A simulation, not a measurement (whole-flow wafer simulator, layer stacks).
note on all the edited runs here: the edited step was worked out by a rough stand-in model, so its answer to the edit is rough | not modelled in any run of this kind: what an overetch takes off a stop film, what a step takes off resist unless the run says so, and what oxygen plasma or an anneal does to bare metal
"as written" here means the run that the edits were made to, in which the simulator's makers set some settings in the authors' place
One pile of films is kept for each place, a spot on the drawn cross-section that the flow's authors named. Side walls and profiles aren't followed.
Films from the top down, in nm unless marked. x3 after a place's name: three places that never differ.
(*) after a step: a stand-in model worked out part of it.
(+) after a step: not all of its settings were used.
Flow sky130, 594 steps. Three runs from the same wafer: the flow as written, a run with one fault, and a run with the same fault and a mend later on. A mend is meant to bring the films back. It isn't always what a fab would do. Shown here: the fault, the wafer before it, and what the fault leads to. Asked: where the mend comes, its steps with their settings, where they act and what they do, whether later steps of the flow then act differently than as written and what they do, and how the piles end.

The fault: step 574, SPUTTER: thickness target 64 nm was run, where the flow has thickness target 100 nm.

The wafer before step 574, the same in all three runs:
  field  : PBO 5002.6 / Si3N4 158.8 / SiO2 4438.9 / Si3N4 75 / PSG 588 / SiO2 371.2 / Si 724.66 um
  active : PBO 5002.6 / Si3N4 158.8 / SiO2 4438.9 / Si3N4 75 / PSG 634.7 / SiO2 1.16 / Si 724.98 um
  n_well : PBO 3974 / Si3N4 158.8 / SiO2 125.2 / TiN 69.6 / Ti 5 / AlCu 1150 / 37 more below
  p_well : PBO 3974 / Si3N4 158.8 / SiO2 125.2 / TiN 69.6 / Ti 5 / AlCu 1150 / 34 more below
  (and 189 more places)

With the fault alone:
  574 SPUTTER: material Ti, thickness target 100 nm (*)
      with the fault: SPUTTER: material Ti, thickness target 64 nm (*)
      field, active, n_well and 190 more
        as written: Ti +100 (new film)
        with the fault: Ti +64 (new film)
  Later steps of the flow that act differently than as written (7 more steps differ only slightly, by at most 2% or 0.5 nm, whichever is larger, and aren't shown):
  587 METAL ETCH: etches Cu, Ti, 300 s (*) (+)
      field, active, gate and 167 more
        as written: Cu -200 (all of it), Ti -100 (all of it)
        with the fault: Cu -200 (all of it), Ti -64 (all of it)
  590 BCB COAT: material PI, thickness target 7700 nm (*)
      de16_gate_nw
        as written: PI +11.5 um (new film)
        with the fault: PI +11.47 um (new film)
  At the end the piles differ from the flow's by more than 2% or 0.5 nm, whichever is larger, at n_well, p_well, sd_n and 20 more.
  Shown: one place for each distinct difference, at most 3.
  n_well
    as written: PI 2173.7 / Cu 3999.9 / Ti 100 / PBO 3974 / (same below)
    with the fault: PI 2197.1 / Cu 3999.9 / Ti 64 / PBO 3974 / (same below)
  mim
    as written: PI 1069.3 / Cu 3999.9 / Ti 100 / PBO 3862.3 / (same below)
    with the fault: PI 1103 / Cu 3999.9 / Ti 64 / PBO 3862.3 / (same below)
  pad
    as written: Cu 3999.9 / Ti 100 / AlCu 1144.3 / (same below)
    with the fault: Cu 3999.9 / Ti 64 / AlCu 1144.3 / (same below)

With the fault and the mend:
  The mend comes after step 574.
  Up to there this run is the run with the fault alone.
  574a SPUTTER: material Ti, thickness target 36 nm (*) (the flow's step 574 once more, with other settings)
      field, active, n_well and 190 more
        Ti +36
  No later step of the flow acts differently than as written at any place that is followed.
  At the end the piles are the same as the flow's at every place that both follow.
